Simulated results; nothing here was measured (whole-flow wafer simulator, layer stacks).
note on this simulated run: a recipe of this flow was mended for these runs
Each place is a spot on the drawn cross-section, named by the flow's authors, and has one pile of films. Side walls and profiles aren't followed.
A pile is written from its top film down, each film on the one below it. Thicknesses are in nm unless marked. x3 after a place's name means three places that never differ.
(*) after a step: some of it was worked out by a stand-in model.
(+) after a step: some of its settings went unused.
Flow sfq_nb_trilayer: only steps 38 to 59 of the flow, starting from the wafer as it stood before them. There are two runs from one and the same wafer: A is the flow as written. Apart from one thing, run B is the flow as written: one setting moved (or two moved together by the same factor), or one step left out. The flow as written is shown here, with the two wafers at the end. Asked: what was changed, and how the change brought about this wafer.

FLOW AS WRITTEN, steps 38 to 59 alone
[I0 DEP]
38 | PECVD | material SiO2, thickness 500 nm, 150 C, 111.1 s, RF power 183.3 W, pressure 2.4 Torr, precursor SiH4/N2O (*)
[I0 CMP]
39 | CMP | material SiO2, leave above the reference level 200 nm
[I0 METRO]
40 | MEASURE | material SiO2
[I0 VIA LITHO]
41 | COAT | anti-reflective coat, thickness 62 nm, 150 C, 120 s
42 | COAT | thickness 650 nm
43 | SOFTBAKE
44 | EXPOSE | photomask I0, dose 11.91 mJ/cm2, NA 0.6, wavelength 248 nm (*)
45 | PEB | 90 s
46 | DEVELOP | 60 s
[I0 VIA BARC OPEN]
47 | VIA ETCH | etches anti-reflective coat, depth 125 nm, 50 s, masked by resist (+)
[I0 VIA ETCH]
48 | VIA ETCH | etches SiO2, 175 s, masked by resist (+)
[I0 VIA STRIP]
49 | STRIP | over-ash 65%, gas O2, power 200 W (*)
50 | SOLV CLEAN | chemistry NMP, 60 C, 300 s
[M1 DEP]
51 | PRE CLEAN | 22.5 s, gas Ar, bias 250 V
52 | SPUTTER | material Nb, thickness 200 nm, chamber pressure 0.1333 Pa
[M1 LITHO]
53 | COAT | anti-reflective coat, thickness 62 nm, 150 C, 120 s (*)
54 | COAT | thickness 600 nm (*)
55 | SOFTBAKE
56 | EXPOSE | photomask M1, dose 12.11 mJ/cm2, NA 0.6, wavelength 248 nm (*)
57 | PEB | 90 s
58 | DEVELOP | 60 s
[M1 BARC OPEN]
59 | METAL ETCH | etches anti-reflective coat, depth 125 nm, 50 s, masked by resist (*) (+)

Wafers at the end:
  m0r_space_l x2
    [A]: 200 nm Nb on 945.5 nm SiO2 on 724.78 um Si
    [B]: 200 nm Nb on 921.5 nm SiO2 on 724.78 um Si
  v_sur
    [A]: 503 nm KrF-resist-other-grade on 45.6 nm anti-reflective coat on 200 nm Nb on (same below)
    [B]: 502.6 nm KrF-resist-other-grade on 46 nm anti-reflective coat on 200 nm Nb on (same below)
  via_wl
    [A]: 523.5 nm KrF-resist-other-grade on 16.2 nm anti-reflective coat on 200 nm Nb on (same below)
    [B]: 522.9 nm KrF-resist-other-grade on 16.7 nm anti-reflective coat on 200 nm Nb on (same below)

The reason: step 38, PECVD: thickness 380 nm was run, whereas the flow has thickness 500 nm; step 38, PECVD: 84.44 s was run, where the flow has 111.1 s.

Step by step, how the change led to this:
  38 | PECVD | material SiO2, thickness 500 nm, 150 C, 111.1 s, RF power 183.3 W, pressure 2.4 Torr, precursor SiH4/N2O (*)
      field_l, v_sur, via_wl and 99 more: A SiO2 gains 500 (new film) | B SiO2 gains 380 (new film)
      m0r_space_l x2: A SiO2 gains 561.1 | B SiO2 gains 380
      (also at 2 further places)
  39 | CMP | material SiO2, leave above the reference level 200 nm
      moat, m0r_space_l x2: A SiO2 loses 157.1 | B nothing
      v_sur, via_wl, via_w and 94 more: A SiO2 loses 300 | B SiO2 loses 180
      (also at 6 further places)
  41 | COAT | anti-reflective coat, thickness 62 nm, 150 C, 120 s
      m0r_line_l, m0r_line_r: A anti-reflective coat gains 62 (new film) | B anti-reflective coat gains 53.1 (new film)
      m0r_space_l x2: A anti-reflective coat gains 62 (new film) | B anti-reflective coat gains 76.3 (new film)
      (also at 5 further places)
  49 | STRIP | over-ash 65%, gas O2, power 200 W (*)
      m0r_line_l, m0r_line_r: A KrF-resist-other-grade loses 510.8 (all of it), anti-reflective coat loses 62 (all of it) | B KrF-resist-other-grade loses 510.3 (all of it), anti-reflective coat loses 53.1 (all of it)
      m0r_space_l x2: A KrF-resist-other-grade loses 510.8 (all of it), anti-reflective coat loses 62 (all of it) | B KrF-resist-other-grade loses 511.2 (all of it), anti-reflective coat loses 76.3 (all of it)
      (also at 5 further places)
  53 | COAT | anti-reflective coat, thickness 62 nm, 150 C, 120 s (*)
      m0r_line_l, m0r_line_r: A anti-reflective coat gains 62 (new film) | B anti-reflective coat gains 50.4 (new film)
      m0r_space_l x2: A anti-reflective coat gains 62 (new film) | B anti-reflective coat gains 73.6 (new film)
      (also at 8 further places)
  54 | COAT | thickness 600 nm (*)
      moat: A KrF-resist-other-grade gains 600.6 (new film) | B KrF-resist-other-grade gains 614.4 (new film)
  58 | DEVELOP | 60 s
      moat: A KrF-resist-other-grade loses 599.3 (all of it) | B KrF-resist-other-grade loses 613.1 (all of it)
  59 | METAL ETCH | etches anti-reflective coat, depth 125 nm, 50 s, masked by resist (*) (+)
      m0r_line_l, m0r_line_r: A anti-reflective coat loses 62 (all of it) | B anti-reflective coat loses 50.4 (all of it)
      m0r_space_l x2: A anti-reflective coat loses 62 (all of it) | B anti-reflective coat loses 73.6 (all of it)
      (also at 7 further places)
